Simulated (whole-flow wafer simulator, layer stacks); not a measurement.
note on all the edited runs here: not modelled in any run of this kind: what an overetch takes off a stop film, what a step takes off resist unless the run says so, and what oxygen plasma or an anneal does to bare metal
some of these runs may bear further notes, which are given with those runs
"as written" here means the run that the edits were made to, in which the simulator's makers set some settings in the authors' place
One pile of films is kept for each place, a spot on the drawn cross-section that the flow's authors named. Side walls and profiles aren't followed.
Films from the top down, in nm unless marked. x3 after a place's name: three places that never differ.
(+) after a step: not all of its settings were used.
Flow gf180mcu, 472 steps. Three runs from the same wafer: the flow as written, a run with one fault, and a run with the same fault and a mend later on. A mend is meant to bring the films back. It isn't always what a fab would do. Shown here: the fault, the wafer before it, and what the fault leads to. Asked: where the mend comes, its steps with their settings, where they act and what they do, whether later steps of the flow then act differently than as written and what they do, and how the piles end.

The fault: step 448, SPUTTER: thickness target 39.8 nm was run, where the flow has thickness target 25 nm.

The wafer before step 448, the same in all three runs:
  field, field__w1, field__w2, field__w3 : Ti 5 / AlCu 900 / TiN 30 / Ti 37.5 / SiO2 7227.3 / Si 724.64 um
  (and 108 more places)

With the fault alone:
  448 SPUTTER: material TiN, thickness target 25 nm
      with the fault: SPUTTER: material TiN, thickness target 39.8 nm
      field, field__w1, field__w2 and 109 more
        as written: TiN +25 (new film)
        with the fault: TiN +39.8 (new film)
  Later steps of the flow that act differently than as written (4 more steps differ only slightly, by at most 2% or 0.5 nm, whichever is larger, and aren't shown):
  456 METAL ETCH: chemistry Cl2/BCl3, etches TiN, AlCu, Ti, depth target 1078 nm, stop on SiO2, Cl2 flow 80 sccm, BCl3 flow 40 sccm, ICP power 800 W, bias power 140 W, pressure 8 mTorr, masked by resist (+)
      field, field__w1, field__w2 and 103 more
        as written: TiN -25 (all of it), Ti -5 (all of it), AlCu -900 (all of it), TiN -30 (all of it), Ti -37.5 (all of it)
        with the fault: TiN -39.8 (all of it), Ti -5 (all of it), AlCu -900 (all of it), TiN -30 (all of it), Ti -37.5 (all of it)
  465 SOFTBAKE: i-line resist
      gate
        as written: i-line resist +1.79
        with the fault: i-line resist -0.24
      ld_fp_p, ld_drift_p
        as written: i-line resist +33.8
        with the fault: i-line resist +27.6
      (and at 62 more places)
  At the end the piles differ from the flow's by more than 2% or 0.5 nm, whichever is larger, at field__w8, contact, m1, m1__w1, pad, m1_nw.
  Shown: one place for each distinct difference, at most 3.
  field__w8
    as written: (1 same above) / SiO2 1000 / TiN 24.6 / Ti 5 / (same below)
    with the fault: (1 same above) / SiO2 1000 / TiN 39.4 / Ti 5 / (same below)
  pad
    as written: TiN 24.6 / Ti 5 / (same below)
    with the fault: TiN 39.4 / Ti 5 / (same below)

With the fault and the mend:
  The mend comes after step 448.
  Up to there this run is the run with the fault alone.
  448a METAL ETCH: chemistry Cl2/BCl3, etches TiN, AlCu, Ti, depth target 14.8 nm, Cl2 flow 80 sccm, BCl3 flow 40 sccm, ICP power 800 W, bias power 140 W, pressure 8 mTorr (the flow's step 260 once more, with other settings)
      field, field__w1, field__w2 and 109 more
        TiN -14.8
  No later step of the flow acts differently than as written at any place that is followed.
  At the end the piles are the same as the flow's at every place that both follow.
